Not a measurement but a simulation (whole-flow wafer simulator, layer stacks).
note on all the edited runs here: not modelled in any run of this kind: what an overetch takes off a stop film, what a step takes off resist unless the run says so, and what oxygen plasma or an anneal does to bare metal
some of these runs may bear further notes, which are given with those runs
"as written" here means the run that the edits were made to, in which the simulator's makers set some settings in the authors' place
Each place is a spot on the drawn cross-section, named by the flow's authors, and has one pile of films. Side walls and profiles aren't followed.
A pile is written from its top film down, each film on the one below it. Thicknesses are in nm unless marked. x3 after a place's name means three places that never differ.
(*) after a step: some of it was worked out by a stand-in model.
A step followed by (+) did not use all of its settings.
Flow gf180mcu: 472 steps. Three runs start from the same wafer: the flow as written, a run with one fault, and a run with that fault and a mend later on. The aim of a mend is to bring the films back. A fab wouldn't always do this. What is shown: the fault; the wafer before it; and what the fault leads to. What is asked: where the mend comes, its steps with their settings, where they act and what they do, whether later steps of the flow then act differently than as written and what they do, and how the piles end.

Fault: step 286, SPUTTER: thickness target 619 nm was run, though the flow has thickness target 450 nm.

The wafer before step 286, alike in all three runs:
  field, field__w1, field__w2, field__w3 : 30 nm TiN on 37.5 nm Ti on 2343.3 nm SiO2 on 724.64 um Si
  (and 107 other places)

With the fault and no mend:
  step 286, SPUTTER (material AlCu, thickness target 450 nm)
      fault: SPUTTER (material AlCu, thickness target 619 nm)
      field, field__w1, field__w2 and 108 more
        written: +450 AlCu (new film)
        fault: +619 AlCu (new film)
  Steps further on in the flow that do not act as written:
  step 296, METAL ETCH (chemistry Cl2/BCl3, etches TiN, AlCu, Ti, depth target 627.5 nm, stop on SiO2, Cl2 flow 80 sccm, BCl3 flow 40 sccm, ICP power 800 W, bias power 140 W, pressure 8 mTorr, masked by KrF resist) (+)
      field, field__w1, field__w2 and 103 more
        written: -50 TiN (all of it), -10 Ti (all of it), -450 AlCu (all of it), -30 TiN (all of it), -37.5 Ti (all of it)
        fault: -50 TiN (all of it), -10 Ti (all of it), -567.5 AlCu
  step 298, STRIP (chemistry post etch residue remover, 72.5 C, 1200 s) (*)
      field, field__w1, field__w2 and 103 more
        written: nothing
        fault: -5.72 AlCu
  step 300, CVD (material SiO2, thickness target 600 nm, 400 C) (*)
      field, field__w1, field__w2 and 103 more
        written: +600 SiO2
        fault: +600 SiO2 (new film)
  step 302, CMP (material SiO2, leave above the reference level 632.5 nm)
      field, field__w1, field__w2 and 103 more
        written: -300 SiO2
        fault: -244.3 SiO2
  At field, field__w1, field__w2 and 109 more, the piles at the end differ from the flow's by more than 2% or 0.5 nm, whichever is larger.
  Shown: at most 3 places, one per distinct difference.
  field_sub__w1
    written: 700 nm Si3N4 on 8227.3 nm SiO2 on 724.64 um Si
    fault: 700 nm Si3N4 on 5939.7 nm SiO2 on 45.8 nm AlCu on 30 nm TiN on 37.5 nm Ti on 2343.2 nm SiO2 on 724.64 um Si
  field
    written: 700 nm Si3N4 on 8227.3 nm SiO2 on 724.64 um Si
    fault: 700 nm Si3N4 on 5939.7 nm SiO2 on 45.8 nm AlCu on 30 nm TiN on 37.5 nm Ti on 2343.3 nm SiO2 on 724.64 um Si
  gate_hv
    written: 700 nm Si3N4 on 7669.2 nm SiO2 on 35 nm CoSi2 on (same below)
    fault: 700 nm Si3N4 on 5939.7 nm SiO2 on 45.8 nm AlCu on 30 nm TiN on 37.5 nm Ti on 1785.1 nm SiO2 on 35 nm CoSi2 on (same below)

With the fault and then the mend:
  After step 286 comes the mend.
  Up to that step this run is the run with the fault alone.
  step 286a, METAL ETCH (chemistry Cl2/BCl3, etches TiN, AlCu, Ti, depth target 169 nm, Cl2 flow 80 sccm, BCl3 flow 40 sccm, ICP power 800 W, bias power 140 W, pressure 8 mTorr) (the flow's step 260, run once more with other settings)
      field, field__w1, field__w2 and 108 more
        -169 AlCu
  Later steps of the flow that are run all act as written at every place that is followed.
  The piles end the same as the flow's at every place that both follow.
